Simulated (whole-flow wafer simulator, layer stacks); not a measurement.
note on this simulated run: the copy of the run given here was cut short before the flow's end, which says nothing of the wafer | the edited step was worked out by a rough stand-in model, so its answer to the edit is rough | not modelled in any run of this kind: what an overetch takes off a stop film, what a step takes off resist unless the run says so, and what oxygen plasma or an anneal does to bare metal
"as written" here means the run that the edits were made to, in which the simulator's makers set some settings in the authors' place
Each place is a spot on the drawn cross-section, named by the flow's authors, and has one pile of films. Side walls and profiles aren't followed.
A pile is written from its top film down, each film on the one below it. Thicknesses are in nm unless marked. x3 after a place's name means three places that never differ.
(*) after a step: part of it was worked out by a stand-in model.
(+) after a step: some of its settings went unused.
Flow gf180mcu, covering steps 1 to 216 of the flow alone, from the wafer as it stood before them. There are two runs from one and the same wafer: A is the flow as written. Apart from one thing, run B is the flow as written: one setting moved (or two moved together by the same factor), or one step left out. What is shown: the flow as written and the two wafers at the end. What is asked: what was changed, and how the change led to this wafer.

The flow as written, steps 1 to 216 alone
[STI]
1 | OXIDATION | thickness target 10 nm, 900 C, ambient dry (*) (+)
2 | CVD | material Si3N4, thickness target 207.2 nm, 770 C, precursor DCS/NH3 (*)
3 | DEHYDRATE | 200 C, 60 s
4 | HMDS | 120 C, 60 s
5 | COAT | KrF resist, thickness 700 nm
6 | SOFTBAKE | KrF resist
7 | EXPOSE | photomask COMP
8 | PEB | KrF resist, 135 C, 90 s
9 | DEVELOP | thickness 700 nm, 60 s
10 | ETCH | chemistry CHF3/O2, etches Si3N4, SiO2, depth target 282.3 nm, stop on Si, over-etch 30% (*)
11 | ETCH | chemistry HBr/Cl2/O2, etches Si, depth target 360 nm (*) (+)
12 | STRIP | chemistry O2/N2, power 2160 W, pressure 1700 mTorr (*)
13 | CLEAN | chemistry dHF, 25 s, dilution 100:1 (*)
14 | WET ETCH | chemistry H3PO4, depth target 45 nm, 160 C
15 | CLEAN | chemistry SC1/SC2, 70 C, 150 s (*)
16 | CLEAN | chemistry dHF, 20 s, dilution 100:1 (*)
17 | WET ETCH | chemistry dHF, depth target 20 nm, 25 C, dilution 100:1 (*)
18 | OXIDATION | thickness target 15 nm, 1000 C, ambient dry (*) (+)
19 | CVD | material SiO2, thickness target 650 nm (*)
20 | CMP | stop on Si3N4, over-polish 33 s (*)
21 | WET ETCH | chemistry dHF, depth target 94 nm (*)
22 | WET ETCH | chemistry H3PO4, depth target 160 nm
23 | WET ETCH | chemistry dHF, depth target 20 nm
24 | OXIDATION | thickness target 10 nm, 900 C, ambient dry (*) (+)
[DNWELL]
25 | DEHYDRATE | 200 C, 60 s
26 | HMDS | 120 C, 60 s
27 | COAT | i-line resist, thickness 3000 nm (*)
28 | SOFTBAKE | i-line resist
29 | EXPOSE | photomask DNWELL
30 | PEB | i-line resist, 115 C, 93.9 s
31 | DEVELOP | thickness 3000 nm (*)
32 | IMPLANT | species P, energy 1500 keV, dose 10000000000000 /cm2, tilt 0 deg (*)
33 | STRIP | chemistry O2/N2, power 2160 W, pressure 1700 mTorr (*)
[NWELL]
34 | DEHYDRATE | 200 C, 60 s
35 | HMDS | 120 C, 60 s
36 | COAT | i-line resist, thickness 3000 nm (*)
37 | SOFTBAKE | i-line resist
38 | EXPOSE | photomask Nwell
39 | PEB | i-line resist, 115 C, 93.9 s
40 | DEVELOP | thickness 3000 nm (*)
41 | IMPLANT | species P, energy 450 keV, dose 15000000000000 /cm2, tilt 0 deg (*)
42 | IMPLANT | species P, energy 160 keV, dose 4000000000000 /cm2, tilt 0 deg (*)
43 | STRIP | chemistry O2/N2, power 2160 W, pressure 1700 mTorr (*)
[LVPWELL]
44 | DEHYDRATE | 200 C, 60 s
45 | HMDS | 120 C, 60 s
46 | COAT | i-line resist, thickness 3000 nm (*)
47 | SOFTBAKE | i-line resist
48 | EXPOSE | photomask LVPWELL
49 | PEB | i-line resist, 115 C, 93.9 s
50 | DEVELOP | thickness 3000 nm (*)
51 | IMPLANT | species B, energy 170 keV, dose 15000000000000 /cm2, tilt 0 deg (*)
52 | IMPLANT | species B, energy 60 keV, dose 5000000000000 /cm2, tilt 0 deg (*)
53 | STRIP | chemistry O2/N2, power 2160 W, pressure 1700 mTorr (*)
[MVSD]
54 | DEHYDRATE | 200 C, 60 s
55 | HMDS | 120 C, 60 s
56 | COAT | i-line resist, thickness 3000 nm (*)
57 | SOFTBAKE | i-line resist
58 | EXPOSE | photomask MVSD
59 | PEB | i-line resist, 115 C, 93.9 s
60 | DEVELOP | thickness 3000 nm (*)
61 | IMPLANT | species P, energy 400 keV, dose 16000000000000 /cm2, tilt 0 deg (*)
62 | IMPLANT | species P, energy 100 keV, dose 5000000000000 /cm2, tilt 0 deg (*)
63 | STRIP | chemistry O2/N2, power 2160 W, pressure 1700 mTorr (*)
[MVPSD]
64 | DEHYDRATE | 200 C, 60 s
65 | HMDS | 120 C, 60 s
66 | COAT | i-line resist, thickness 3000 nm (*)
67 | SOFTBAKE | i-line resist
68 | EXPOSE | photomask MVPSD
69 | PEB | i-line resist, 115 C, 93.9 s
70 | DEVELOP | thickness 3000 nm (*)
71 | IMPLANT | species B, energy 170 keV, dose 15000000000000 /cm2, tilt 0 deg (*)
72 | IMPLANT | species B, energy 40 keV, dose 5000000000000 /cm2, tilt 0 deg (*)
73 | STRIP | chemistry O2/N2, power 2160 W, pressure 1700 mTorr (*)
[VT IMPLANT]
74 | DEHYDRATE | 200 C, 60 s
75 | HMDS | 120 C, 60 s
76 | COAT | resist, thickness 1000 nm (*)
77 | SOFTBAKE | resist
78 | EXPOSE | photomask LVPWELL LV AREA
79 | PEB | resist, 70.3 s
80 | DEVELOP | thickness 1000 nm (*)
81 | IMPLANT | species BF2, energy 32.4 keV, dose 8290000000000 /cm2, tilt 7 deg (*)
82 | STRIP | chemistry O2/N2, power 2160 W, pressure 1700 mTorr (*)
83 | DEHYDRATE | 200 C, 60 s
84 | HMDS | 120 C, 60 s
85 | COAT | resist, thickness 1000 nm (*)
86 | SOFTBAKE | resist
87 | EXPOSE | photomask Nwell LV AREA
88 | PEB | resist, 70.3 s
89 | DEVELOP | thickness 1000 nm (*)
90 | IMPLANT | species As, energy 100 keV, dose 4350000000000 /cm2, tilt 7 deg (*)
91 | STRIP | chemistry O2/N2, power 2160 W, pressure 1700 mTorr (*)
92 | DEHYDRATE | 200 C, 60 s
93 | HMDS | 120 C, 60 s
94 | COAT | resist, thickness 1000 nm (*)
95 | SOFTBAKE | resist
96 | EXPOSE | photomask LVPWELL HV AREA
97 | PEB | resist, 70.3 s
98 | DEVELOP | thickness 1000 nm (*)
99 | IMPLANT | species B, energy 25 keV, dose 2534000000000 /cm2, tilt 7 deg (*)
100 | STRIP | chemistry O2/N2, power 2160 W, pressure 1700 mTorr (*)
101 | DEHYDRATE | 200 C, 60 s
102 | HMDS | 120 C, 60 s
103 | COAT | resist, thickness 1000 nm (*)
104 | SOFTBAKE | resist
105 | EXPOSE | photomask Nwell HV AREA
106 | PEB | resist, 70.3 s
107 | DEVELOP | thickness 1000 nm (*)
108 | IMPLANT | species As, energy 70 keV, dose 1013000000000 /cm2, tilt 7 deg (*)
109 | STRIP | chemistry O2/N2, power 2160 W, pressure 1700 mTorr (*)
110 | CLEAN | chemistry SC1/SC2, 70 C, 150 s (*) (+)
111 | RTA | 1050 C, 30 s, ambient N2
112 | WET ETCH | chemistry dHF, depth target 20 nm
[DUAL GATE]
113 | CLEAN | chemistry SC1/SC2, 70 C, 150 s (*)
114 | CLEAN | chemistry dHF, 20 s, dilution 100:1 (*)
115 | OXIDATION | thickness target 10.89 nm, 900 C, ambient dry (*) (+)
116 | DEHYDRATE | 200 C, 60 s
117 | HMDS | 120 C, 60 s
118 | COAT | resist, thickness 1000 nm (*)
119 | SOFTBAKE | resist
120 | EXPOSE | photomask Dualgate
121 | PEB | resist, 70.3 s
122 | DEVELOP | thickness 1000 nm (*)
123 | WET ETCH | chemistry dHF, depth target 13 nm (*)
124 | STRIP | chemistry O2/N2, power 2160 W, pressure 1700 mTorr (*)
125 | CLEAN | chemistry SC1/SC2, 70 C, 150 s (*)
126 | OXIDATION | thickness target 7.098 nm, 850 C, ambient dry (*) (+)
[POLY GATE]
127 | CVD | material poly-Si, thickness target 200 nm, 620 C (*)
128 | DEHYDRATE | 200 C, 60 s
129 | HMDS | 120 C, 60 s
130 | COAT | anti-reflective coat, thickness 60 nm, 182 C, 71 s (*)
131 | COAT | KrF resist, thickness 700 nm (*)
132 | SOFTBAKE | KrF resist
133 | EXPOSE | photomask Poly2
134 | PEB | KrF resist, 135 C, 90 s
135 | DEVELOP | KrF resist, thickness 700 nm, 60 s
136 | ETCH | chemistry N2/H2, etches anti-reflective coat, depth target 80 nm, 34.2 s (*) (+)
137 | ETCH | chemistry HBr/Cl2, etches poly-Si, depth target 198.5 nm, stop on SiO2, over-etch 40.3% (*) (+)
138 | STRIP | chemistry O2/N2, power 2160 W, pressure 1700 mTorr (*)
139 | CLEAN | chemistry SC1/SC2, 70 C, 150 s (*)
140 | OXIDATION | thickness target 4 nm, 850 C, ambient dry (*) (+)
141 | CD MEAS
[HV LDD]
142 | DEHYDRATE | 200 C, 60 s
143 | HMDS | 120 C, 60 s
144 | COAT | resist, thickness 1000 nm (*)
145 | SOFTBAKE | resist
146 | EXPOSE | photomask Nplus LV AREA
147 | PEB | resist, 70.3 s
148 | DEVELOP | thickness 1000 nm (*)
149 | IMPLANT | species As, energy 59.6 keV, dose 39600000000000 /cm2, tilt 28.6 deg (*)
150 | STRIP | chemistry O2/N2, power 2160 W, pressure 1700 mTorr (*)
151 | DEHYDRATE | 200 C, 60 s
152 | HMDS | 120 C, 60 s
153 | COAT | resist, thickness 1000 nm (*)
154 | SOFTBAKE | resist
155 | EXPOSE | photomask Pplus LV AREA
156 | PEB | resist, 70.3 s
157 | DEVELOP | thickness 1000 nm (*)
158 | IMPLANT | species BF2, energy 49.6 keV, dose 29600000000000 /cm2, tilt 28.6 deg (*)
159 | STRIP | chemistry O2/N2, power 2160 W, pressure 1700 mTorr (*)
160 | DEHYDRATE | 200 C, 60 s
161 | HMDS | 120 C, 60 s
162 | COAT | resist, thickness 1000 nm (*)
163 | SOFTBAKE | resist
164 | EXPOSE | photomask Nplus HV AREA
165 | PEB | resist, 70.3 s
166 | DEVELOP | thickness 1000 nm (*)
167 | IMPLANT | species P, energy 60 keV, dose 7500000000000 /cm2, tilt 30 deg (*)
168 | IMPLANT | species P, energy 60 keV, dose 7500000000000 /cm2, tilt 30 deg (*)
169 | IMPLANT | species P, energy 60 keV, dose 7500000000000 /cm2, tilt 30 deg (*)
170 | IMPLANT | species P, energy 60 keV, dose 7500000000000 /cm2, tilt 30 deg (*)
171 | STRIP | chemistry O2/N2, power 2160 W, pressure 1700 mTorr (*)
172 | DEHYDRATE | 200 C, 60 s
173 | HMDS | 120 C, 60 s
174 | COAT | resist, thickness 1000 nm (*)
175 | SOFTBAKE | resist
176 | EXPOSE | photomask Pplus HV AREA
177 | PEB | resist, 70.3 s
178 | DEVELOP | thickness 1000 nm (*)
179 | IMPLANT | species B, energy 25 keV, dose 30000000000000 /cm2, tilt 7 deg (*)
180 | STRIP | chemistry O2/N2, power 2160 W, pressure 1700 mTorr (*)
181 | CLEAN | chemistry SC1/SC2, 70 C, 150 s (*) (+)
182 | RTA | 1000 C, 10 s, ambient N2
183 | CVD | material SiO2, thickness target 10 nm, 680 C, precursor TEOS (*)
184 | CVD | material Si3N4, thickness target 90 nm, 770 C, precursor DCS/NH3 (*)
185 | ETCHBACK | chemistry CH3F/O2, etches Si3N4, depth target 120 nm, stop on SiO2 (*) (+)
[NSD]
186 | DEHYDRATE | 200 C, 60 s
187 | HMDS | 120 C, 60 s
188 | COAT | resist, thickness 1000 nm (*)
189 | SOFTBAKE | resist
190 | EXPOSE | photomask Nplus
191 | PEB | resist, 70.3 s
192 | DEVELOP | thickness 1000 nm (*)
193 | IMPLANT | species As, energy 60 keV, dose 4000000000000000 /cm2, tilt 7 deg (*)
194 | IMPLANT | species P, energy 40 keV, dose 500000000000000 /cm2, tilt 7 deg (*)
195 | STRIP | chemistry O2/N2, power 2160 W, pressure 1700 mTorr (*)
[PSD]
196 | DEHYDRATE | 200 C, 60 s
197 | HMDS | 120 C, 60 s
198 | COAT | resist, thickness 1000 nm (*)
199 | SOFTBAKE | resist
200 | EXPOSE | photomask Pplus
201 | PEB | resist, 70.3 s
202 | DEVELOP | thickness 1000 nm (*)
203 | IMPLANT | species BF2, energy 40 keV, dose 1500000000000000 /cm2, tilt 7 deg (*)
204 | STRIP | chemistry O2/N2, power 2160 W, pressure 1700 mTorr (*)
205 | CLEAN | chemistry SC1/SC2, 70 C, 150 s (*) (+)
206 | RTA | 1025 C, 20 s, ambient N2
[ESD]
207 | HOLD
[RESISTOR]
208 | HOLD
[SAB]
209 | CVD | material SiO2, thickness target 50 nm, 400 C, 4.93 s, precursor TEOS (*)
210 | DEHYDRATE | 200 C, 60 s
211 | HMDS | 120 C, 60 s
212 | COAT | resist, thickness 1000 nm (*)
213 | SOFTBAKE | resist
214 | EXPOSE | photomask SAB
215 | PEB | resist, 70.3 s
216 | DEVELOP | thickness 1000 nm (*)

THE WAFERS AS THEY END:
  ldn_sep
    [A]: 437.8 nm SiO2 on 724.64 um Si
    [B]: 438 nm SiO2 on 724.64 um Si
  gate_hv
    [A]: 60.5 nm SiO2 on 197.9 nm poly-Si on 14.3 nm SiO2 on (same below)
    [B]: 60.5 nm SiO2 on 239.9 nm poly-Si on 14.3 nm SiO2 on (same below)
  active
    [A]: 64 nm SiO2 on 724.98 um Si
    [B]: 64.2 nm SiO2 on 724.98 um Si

The reason: step 127, CVD: thickness target 242 nm was run, whereas the flow has thickness target 200 nm.

The path from the change to this, step by step:
  127 | CVD | material poly-Si, thickness target 200 nm, 620 C (*)
      field, field__w1, field__w2 and 89 more: A poly-Si gains 200 (new film) | B poly-Si gains 242 (new film)
  137 | ETCH | chemistry HBr/Cl2, etches poly-Si, depth target 198.5 nm, stop on SiO2, over-etch 40.3% (*) (+)
      field__w3, field__w12, field_sub and 14 more: A poly-Si loses 199 (all of it), SiO2 loses 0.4 | B poly-Si loses 241 (all of it), SiO2 loses 0.19
      field__w6, sti, m1 and 11 more: A poly-Si loses 198.8 (all of it), SiO2 loses 0.4 | B poly-Si loses 240.8 (all of it), SiO2 loses 0.19
      (and at 33 other places as well)
  144 | COAT | resist, thickness 1000 nm (*)
      gate: A resist gains 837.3 (new film) | B resist gains 802.5 (new film)
      gate_hv: A resist gains 845.4 (new film) | B resist gains 813.9 (new film)
      (and at 26 other places as well)
  145 | SOFTBAKE | resist
      field__w1: A resist gains 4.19 | B resist gains 5.31
      field__w2: A resist gains 2.82 | B resist gains 3.58
      (and at 62 other places as well)
  147 | PEB | resist, 70.3 s
      ldn_ch, ldn_acc, ldp_ch, ldp_acc: A resist loses 13 | B resist loses 12.4
      ld_gate_n, ld_acc_n, ld_gate_p: A resist loses 13.2 | B resist loses 12.6
      (and at 18 other places as well)
  148 | DEVELOP | thickness 1000 nm (*)
      gate: A resist loses 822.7 (all of it) | B resist loses 787.8 (all of it)
      npoly_u: A resist loses 821.5 (all of it) | B resist loses 787.7 (all of it)
      (and at 3 other places as well)
  150 | STRIP | chemistry O2/N2, power 2160 W, pressure 1700 mTorr (*)
      gate_hv: A resist loses 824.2 (all of it) | B resist loses 791.3 (all of it)
      gate_p: A resist loses 828.7 (all of it) | B resist loses 794.7 (all of it)
      (and at 21 other places as well)
  153 | COAT | resist, thickness 1000 nm (*)
      gate: A resist gains 837.3 (new film) | B resist gains 802.5 (new film)
      gate_hv: A resist gains 845.4 (new film) | B resist gains 813.9 (new film)
      (and at 26 other places as well)
  154 | SOFTBAKE | resist
      field__w1: A resist gains 4.19 | B resist gains 5.31
      field__w2: A resist gains 2.82 | B resist gains 3.58
      (and at 62 other places as well)
  156 | PEB | resist, 70.3 s
      ldn_ch, ldn_acc, ldp_ch, ldp_acc: A resist loses 13 | B resist loses 12.4
      ld_gate_n, ld_acc_n, ld_gate_p: A resist loses 13.2 | B resist loses 12.6
      (and at 18 other places as well)
  157 | DEVELOP | thickness 1000 nm (*)
      gate_p: A resist loses 828.7 (all of it) | B resist loses 794.7 (all of it)
      ppoly_u: A resist loses 827 (all of it) | B resist loses 794.4 (all of it)
      (and at 3 other places as well)
  159 | STRIP | chemistry O2/N2, power 2160 W, pressure 1700 mTorr (*)
      gate: A resist loses 822.7 (all of it) | B resist loses 787.8 (all of it)
      gate_hv: A resist loses 824.2 (all of it) | B resist loses 791.3 (all of it)
      (and at 21 other places as well)
  162 | COAT | resist, thickness 1000 nm (*)
      gate: A resist gains 837.3 (new film) | B resist gains 802.5 (new film)
      gate_hv: A resist gains 845.4 (new film) | B resist gains 813.9 (new film)
      (and at 26 other places as well)
  163 | SOFTBAKE | resist
      field__w1: A resist gains 4.19 | B resist gains 5.31
      field__w2: A resist gains 2.82 | B resist gains 3.58
      (and at 62 other places as well)
  165 | PEB | resist, 70.3 s
      ldn_ch, ldn_acc, ldp_ch, ldp_acc: A resist loses 13 | B resist loses 12.4
      ld_gate_n, ld_acc_n, ld_gate_p: A resist loses 13.2 | B resist loses 12.6
      (and at 18 other places as well)
  166 | DEVELOP | thickness 1000 nm (*)
      gate_hv: A resist loses 824.2 (all of it) | B resist loses 791.3 (all of it)
      gate_nat: A resist loses 854.5 (all of it) | B resist loses 827.9 (all of it)
      (and at 7 other places as well)
  ... 20 other steps ...
  216 | DEVELOP | thickness 1000 nm (*)
      gate: A resist loses 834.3 (all of it) | B resist loses 802.2 (all of it)
      gate_hv: A resist loses 836.1 (all of it) | B resist loses 806.1 (all of it)
      (and at 24 other places as well)
